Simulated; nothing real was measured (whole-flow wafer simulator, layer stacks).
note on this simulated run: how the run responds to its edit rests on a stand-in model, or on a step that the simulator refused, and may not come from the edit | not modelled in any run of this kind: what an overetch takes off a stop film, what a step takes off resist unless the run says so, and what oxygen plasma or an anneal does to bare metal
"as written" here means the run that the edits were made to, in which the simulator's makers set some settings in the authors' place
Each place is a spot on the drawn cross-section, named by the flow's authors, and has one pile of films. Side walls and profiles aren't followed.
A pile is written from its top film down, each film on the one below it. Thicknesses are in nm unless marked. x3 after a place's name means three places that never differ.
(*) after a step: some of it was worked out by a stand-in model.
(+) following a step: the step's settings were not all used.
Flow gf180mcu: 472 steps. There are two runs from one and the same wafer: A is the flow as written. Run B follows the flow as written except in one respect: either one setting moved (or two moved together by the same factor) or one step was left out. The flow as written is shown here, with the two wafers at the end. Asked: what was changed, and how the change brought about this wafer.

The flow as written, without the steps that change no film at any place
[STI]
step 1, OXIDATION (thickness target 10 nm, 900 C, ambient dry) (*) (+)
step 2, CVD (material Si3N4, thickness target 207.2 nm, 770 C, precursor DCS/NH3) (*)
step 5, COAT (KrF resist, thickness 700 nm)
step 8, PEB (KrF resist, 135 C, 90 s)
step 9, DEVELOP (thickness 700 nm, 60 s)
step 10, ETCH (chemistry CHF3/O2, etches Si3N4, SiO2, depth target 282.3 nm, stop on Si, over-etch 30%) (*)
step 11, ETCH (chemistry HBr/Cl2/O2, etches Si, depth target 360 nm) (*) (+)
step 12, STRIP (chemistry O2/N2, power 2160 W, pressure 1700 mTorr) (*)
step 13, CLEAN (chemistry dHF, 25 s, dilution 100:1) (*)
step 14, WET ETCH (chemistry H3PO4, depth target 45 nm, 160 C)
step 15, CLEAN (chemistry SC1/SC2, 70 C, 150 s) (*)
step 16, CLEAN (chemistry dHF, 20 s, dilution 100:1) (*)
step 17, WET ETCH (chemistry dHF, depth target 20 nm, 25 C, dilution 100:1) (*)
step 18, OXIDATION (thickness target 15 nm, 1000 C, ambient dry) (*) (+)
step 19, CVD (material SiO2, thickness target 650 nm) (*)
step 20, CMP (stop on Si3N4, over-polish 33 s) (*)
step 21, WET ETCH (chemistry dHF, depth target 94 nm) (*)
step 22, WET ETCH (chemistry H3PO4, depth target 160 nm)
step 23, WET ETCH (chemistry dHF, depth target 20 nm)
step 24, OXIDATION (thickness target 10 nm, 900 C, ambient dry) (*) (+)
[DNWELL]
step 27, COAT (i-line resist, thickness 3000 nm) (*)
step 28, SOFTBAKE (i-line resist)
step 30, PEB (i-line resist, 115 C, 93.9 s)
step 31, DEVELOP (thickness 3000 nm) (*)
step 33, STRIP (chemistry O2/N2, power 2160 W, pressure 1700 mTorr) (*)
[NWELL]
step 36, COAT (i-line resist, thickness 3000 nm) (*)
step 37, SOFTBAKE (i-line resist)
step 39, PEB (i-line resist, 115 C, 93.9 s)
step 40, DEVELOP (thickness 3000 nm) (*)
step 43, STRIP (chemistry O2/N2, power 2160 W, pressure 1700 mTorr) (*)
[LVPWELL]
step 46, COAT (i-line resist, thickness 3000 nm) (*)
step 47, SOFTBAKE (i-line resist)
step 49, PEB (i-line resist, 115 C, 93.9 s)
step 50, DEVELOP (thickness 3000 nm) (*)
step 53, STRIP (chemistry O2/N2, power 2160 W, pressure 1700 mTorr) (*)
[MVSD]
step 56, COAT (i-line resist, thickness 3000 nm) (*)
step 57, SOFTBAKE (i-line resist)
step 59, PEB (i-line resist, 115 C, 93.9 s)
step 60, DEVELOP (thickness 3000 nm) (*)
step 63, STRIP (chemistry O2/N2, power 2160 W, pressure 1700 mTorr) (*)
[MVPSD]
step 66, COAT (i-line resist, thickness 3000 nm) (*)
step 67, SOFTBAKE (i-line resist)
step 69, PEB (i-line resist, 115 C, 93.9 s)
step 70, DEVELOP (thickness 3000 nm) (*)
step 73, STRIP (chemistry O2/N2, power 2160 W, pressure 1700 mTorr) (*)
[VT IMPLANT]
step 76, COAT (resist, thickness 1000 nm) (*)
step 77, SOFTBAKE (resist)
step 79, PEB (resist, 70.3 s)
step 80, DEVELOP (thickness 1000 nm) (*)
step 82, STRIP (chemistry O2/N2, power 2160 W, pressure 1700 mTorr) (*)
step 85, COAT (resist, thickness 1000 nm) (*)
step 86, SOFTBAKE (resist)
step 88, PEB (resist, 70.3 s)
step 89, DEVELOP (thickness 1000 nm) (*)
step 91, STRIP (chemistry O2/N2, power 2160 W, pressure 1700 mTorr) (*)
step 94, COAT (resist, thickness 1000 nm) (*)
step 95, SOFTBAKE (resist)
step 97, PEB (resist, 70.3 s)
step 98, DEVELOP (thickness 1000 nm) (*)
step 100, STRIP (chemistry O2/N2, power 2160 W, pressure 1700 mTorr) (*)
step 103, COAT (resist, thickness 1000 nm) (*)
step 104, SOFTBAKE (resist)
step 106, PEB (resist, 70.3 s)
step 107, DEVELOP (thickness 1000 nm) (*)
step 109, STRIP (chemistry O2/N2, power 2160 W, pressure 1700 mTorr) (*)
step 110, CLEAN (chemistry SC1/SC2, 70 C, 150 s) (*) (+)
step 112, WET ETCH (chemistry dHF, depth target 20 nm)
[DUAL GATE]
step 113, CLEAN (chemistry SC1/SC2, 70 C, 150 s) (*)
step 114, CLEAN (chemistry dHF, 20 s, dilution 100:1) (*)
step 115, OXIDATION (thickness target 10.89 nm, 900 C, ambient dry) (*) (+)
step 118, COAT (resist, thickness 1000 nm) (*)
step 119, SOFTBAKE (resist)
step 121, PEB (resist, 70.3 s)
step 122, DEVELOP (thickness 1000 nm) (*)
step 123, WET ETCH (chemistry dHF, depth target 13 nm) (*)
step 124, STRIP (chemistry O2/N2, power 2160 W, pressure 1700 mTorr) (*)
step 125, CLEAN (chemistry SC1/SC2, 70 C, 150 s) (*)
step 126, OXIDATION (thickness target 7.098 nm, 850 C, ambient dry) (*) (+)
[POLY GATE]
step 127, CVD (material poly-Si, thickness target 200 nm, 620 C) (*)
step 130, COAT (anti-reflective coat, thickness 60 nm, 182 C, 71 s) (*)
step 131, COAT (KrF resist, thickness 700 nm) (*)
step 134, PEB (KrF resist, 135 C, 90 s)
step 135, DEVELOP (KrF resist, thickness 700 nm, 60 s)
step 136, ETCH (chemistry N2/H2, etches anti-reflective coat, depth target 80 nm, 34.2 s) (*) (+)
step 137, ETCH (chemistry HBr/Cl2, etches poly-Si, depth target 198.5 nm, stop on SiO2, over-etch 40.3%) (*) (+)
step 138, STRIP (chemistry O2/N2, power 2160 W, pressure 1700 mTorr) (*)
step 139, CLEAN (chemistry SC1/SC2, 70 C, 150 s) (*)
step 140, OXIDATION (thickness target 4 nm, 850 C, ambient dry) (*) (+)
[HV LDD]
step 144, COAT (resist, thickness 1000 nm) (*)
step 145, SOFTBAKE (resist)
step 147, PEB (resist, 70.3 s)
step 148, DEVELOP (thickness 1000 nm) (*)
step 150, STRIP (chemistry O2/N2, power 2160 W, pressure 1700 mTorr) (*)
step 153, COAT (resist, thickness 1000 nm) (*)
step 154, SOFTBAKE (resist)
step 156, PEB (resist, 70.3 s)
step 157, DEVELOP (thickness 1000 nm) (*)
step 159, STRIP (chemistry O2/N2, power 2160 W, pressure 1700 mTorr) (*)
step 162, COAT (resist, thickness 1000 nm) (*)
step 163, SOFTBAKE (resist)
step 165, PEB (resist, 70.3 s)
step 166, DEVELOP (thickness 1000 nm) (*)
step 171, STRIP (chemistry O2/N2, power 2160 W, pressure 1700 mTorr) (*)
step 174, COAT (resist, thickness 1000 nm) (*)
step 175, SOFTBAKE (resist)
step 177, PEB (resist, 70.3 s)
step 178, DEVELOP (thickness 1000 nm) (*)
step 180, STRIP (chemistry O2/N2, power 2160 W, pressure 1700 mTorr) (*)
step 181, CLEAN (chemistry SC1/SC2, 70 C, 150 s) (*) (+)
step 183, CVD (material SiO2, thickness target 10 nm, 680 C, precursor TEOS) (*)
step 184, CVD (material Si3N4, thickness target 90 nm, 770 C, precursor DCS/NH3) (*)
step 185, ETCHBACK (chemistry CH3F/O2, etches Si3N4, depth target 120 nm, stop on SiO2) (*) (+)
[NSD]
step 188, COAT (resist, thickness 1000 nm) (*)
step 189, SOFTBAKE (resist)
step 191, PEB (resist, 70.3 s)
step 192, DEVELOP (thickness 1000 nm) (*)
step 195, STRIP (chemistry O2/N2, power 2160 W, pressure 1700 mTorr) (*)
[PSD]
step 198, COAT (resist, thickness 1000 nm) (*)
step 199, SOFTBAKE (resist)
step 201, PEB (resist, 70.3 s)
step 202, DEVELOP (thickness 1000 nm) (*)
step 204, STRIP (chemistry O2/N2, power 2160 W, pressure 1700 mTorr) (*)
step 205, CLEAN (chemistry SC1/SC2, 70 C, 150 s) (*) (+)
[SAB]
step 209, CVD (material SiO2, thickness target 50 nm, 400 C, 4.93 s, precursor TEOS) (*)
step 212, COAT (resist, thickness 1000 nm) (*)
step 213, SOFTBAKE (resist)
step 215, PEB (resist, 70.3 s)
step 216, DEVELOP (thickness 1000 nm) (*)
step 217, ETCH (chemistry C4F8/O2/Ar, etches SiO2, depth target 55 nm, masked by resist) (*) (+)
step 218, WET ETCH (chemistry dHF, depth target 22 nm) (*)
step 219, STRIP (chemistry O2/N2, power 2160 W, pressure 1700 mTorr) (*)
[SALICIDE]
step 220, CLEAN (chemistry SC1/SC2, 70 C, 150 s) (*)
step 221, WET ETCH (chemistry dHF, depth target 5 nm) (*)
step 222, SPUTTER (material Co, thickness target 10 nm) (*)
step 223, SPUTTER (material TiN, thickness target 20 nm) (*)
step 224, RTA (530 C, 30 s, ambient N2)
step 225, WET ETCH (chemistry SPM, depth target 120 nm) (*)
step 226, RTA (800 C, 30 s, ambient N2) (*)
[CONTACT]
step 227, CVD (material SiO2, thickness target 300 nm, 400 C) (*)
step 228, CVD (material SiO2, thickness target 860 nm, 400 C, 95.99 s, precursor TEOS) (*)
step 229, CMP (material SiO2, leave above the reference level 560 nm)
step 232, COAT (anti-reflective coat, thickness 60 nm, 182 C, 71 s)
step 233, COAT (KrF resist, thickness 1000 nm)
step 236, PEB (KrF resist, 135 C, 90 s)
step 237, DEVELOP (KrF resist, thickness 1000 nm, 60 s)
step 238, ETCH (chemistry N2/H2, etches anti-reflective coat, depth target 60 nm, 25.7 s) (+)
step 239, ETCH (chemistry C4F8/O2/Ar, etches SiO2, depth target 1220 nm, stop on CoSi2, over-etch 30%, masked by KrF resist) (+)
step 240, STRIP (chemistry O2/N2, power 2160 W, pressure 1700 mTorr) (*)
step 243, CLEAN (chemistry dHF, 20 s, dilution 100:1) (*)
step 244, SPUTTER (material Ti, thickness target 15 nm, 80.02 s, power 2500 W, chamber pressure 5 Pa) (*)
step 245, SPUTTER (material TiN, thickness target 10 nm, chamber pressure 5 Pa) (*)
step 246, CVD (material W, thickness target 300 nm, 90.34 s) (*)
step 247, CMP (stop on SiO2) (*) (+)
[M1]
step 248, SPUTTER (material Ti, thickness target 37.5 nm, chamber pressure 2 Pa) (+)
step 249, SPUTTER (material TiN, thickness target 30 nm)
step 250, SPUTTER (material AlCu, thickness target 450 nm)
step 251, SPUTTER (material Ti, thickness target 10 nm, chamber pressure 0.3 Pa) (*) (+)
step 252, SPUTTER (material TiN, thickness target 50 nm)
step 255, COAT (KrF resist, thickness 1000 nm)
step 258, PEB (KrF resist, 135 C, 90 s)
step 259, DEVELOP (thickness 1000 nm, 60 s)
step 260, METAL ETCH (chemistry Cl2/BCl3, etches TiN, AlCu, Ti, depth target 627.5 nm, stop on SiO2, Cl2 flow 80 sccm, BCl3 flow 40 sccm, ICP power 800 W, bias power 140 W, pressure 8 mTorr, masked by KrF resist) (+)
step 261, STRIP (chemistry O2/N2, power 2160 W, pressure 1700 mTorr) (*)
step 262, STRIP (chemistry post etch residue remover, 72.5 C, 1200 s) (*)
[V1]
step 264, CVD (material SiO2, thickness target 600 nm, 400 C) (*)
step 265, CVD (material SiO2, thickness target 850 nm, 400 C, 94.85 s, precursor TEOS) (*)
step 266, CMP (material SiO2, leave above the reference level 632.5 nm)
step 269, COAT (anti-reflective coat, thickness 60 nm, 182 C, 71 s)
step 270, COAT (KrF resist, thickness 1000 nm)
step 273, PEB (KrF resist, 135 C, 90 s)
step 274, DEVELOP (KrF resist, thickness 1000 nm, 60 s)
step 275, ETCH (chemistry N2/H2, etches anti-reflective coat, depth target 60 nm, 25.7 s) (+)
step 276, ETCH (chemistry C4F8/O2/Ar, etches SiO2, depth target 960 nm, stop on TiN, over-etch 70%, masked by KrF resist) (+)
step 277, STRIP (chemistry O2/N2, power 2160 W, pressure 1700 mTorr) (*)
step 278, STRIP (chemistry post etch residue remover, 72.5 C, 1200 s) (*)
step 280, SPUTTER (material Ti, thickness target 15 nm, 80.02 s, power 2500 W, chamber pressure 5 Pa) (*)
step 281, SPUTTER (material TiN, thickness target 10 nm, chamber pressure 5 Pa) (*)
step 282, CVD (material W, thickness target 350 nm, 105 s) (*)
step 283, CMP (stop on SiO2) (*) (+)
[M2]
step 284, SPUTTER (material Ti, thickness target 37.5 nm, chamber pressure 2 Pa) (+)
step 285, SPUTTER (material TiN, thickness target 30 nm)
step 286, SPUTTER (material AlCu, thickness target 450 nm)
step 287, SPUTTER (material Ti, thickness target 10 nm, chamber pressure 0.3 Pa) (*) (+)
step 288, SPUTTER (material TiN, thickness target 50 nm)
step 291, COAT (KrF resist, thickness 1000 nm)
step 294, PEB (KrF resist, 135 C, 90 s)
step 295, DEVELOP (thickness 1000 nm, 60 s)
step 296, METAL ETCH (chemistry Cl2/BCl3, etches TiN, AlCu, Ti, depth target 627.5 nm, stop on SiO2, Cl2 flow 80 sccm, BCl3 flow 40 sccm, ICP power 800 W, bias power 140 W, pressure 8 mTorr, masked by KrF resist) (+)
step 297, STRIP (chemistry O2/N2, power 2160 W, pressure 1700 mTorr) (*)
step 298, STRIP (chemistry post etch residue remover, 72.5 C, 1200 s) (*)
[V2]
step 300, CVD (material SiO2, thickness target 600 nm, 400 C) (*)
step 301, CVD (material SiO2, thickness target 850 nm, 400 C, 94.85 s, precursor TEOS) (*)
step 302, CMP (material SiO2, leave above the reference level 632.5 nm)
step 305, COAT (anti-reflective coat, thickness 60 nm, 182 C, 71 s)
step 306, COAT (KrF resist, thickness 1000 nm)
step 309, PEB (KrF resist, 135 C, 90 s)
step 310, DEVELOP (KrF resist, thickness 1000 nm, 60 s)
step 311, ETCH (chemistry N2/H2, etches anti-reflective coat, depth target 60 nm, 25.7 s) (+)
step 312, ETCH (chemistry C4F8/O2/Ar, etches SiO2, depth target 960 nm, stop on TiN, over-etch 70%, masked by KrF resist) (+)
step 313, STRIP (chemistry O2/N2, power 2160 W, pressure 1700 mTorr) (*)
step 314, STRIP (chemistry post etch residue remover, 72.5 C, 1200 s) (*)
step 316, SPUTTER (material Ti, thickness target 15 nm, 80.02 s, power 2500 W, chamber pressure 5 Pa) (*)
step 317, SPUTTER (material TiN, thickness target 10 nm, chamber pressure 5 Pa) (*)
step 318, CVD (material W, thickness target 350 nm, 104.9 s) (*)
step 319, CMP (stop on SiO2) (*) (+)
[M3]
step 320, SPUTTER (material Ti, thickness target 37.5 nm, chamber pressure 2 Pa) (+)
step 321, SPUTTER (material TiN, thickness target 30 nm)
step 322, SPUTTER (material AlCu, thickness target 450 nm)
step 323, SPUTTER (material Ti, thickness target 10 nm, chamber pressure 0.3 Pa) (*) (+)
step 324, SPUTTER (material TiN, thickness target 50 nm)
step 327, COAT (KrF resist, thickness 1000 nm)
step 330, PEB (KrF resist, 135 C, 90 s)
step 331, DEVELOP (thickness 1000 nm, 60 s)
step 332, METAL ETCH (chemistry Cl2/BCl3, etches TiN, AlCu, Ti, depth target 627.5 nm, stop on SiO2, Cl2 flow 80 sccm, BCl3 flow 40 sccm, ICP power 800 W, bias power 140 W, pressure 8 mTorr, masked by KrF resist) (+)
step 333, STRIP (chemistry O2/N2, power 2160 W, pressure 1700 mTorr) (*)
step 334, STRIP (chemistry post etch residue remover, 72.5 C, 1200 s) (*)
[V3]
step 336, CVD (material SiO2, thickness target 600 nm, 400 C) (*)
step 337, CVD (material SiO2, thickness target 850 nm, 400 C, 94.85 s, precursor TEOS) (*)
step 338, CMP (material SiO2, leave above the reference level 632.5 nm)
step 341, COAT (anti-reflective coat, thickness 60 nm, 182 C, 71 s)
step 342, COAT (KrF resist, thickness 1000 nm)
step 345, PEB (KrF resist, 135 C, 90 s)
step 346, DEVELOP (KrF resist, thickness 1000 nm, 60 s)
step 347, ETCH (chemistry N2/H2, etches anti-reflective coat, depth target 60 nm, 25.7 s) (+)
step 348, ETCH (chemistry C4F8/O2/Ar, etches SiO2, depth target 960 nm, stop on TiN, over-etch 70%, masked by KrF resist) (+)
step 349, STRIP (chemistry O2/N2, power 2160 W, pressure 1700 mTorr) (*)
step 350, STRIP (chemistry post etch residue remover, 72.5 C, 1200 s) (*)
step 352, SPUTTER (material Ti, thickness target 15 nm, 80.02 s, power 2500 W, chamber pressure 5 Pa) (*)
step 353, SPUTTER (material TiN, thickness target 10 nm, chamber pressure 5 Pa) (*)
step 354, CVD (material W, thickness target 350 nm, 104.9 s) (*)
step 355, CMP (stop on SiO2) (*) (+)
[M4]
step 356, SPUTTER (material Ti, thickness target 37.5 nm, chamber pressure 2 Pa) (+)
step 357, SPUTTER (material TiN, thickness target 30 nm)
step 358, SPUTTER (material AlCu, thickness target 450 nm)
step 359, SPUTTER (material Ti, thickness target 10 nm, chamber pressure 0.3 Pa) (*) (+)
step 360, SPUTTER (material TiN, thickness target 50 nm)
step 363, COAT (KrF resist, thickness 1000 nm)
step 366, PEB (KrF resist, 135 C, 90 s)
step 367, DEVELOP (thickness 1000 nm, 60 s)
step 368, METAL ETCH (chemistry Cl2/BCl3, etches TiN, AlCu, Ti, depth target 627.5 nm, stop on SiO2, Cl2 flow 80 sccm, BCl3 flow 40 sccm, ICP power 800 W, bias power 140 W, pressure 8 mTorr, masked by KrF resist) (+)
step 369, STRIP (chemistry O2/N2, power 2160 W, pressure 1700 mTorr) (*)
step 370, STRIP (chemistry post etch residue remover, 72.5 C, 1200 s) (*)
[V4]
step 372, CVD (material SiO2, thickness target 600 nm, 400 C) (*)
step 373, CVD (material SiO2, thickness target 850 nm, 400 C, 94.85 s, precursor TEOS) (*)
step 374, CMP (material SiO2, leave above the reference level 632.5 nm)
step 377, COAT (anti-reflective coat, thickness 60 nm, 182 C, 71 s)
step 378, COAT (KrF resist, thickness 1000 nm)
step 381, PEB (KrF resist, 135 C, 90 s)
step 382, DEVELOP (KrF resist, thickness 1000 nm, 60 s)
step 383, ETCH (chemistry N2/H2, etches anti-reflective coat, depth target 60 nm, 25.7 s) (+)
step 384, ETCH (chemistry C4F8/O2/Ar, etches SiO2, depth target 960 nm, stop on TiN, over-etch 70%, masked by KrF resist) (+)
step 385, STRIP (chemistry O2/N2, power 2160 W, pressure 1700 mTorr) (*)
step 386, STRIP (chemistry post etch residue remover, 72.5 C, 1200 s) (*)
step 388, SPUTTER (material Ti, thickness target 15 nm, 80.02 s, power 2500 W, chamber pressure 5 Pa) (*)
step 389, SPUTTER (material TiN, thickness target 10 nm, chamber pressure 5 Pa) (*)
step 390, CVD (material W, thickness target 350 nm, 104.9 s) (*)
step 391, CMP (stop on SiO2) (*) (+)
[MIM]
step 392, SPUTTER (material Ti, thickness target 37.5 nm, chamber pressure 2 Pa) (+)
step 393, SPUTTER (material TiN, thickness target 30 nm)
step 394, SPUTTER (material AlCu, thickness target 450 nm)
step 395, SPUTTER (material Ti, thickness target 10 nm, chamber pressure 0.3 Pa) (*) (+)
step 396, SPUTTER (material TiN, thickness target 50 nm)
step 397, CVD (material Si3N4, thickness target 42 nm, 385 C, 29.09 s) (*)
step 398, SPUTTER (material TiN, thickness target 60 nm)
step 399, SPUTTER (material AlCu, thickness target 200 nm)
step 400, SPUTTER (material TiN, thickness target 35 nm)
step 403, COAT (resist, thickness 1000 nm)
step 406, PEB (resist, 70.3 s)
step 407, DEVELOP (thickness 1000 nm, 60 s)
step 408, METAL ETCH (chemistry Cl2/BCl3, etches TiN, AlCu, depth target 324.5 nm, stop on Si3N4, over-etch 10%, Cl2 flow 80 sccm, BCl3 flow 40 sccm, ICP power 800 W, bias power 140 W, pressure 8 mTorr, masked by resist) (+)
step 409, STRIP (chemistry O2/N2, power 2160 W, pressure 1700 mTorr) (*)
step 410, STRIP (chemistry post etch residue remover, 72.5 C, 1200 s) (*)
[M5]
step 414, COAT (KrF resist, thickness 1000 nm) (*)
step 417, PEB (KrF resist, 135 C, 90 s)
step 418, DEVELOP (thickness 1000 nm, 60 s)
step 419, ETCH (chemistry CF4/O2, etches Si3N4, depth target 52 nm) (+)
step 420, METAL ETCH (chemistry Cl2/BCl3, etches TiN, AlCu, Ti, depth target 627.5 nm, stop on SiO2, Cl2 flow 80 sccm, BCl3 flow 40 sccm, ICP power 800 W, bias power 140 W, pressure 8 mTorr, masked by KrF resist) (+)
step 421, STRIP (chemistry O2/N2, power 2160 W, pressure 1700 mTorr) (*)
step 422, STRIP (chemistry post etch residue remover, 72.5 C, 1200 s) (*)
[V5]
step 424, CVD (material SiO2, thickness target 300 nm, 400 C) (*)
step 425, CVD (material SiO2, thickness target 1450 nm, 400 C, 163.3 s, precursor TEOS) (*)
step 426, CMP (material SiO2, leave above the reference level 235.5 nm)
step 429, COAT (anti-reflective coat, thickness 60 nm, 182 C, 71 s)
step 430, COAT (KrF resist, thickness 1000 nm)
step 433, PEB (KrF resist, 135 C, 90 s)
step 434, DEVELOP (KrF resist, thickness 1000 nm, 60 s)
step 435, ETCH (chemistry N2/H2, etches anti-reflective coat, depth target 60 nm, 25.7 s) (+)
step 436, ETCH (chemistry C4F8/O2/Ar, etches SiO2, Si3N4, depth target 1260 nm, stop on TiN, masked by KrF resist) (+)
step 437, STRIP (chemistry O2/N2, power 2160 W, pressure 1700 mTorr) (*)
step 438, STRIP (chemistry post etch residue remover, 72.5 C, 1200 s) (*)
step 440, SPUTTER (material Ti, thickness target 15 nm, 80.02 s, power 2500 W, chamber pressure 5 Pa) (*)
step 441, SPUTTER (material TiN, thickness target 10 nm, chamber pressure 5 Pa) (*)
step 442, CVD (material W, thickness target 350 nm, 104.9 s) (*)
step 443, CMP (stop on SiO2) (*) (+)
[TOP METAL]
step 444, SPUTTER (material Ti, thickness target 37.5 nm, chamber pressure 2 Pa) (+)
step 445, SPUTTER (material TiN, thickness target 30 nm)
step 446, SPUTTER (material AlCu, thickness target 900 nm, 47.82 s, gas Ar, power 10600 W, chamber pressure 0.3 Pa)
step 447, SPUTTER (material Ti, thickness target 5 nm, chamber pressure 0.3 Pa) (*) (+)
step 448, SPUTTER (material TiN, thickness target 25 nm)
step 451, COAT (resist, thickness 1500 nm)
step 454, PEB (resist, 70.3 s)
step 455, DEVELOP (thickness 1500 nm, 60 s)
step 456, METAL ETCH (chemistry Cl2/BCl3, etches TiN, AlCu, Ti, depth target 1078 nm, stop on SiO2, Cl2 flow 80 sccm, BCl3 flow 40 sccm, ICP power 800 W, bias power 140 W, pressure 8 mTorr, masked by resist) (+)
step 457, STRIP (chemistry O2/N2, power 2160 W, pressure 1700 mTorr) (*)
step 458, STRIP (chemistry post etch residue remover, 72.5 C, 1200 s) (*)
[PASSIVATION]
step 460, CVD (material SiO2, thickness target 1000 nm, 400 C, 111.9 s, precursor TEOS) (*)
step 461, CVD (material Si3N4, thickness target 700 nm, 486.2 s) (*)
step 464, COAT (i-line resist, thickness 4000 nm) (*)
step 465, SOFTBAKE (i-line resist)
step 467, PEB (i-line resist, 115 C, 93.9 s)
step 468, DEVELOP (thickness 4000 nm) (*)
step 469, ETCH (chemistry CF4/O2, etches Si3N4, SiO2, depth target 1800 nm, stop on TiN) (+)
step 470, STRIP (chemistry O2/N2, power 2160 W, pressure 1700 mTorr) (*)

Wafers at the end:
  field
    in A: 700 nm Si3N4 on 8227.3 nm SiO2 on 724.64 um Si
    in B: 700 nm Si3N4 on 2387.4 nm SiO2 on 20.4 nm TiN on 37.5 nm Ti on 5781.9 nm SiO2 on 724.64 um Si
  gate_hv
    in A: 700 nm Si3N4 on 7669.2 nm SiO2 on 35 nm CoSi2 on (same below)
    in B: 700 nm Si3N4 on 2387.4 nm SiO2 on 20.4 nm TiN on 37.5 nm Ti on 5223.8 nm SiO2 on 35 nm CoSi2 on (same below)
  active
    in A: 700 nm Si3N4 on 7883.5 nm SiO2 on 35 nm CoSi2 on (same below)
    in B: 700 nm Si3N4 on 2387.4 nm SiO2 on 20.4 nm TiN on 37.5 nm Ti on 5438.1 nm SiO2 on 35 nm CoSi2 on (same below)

What caused this: step 420, METAL ETCH: depth target 517.7 nm was run, though the flow has depth target 627.5 nm.

The path from the change to this, step by step:
  step 420, METAL ETCH (chemistry Cl2/BCl3, etches TiN, AlCu, Ti, depth target 627.5 nm, stop on SiO2, Cl2 flow 80 sccm, BCl3 flow 40 sccm, ICP power 800 W, bias power 140 W, pressure 8 mTorr, masked by KrF resist) (+)
      field, field__w1, field__w2 and 101 more: A -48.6 TiN (all of it), -10 Ti (all of it), -450 AlCu (all of it), -30 TiN (all of it), -37.5 Ti (all of it) | B -48.6 TiN (all of it), -10 Ti (all of it), -450 AlCu (all of it), -9.14 TiN
      field__w4, field__w8, contact, m1, m1__w1, mim, mim_1p0, m1_nw: A -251 KrF resist | B -207.1 KrF resist
  step 421, STRIP (chemistry O2/N2, power 2160 W, pressure 1700 mTorr) (*)
      field__w8, m1__w1: A -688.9 KrF resist (all of it) | B -732.8 KrF resist (all of it)
      contact, m1: A -689.3 KrF resist (all of it) | B -733.2 KrF resist (all of it)
      (and at 4 other places as well)
  step 424, CVD (material SiO2, thickness target 300 nm, 400 C) (*)
      field, field__w1, field__w2 and 101 more: A +300 SiO2 | B +300 SiO2 (new film)
  step 426, CMP (material SiO2, leave above the reference level 235.5 nm)
      field, field__w1, field__w5 and 92 more: A -300.8 SiO2 | B -358.8 SiO2
      field__w2, field__w3, field__w12 and 6 more: A -272.7 SiO2 | B -333.2 SiO2
If metal films that touch count as one body, field has 1 body; the flow as written gives 0 bodies.
If metal films that touch count as one body, gate_hv has 2 bodies (between them, from the top down: SiO2 5223.8); the flow as written gives 1 body.
If metal films that touch count as one body, active has 2 bodies (between them, from the top down: SiO2 5438.1); the flow as written gives 1 body.
